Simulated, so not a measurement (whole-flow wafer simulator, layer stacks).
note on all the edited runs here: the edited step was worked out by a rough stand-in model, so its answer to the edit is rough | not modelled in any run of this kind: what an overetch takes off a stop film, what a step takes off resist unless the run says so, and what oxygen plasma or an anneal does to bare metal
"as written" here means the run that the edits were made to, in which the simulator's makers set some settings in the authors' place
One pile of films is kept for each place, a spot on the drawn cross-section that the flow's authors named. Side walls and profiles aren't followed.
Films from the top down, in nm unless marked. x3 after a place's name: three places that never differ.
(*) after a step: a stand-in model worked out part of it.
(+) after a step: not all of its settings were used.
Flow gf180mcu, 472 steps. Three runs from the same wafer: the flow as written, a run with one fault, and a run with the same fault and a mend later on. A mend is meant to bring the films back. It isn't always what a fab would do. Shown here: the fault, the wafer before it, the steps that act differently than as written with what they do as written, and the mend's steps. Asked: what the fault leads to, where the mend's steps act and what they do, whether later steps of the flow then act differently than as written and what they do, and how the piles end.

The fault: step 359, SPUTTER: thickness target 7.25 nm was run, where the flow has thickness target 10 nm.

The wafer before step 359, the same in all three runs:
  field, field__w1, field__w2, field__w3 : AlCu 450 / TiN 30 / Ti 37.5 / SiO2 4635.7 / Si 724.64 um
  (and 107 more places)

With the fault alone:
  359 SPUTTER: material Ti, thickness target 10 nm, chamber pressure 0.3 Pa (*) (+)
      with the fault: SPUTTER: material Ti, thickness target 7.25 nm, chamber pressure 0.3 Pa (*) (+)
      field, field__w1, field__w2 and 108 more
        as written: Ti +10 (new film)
        with the fault: Ti +7.25 (new film)
  Later steps of the flow that act differently than as written (5 more steps differ only slightly, by at most 2% or 0.5 nm, whichever is larger, and aren't shown):
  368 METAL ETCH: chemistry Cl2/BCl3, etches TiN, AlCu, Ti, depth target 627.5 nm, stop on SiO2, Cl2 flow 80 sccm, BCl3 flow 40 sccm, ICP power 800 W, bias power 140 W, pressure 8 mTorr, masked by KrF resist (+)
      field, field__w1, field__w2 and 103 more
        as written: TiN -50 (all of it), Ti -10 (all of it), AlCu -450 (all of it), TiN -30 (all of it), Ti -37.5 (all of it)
        with the fault: TiN -50 (all of it), Ti -7.25 (all of it), AlCu -450 (all of it), TiN -30 (all of it), Ti -37.5 (all of it)
  At the end the piles differ from the flow's by more than 2% or 0.5 nm, whichever is larger, at field__w8, contact, m1, m1__w1, m1_nw.
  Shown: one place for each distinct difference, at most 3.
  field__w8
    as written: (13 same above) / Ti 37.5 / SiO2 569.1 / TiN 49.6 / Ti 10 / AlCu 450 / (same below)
    with the fault: (13 same above) / Ti 37.5 / SiO2 571.9 / TiN 49.6 / Ti 7.25 / AlCu 450 / (same below)
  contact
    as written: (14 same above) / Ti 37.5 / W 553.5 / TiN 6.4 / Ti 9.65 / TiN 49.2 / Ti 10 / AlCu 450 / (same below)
    with the fault: (14 same above) / Ti 37.5 / W 556.3 / TiN 6.39 / Ti 9.64 / TiN 49.2 / Ti 7.25 / AlCu 450 / (same below)

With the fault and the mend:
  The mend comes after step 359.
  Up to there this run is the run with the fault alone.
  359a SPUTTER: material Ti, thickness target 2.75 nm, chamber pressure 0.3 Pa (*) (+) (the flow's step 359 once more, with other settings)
      field, field__w1, field__w2 and 108 more
        Ti +2.75
  No later step of the flow acts differently than as written at any place that is followed.
  At the end the piles are the same as the flow's at every place that both follow.
